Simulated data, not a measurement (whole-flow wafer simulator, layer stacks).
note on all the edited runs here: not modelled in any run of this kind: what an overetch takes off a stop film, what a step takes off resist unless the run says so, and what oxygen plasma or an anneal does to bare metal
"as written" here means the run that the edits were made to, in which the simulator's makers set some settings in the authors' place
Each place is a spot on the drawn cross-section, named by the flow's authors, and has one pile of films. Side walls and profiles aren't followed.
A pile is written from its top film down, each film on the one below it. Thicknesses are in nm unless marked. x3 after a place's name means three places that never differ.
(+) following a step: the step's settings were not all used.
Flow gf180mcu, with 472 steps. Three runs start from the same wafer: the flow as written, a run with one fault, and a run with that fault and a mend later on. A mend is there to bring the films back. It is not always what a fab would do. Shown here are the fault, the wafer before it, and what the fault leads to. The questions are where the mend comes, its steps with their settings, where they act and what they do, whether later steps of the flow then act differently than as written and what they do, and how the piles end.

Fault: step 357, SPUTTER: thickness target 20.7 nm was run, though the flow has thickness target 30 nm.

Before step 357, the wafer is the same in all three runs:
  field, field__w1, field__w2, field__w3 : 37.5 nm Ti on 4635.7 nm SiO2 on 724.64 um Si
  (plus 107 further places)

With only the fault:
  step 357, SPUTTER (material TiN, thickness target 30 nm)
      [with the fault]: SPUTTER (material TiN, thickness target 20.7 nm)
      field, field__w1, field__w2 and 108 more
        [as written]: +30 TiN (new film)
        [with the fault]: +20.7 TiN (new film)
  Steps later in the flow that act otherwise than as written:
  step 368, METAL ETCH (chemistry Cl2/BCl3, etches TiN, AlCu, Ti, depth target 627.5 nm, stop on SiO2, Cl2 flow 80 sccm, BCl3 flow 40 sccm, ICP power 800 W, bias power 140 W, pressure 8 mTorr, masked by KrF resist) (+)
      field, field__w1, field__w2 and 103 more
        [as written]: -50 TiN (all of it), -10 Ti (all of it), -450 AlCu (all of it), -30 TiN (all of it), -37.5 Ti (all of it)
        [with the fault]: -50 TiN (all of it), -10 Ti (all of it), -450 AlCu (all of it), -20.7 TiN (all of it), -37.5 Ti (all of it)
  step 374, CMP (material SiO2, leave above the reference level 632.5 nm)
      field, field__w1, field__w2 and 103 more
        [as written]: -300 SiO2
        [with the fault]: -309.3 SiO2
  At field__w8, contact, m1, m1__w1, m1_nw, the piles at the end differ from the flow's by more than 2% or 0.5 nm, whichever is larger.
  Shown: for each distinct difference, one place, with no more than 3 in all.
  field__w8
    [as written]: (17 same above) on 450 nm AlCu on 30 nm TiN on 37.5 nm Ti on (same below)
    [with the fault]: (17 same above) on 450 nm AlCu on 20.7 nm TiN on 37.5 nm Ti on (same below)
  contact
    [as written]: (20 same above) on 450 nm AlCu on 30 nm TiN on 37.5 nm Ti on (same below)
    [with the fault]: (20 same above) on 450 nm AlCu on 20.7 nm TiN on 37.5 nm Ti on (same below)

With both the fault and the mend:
  The mend stands after step 357.
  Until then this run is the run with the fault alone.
  step 357a, SPUTTER (material TiN, thickness target 9.3 nm) (the flow's step 357, run once more with other settings)
      field, field__w1, field__w2 and 108 more
        +9.3 TiN
  Later steps of the flow that are run all act as written at every place that is followed.
  The piles end the same as the flow's at every place that both follow.
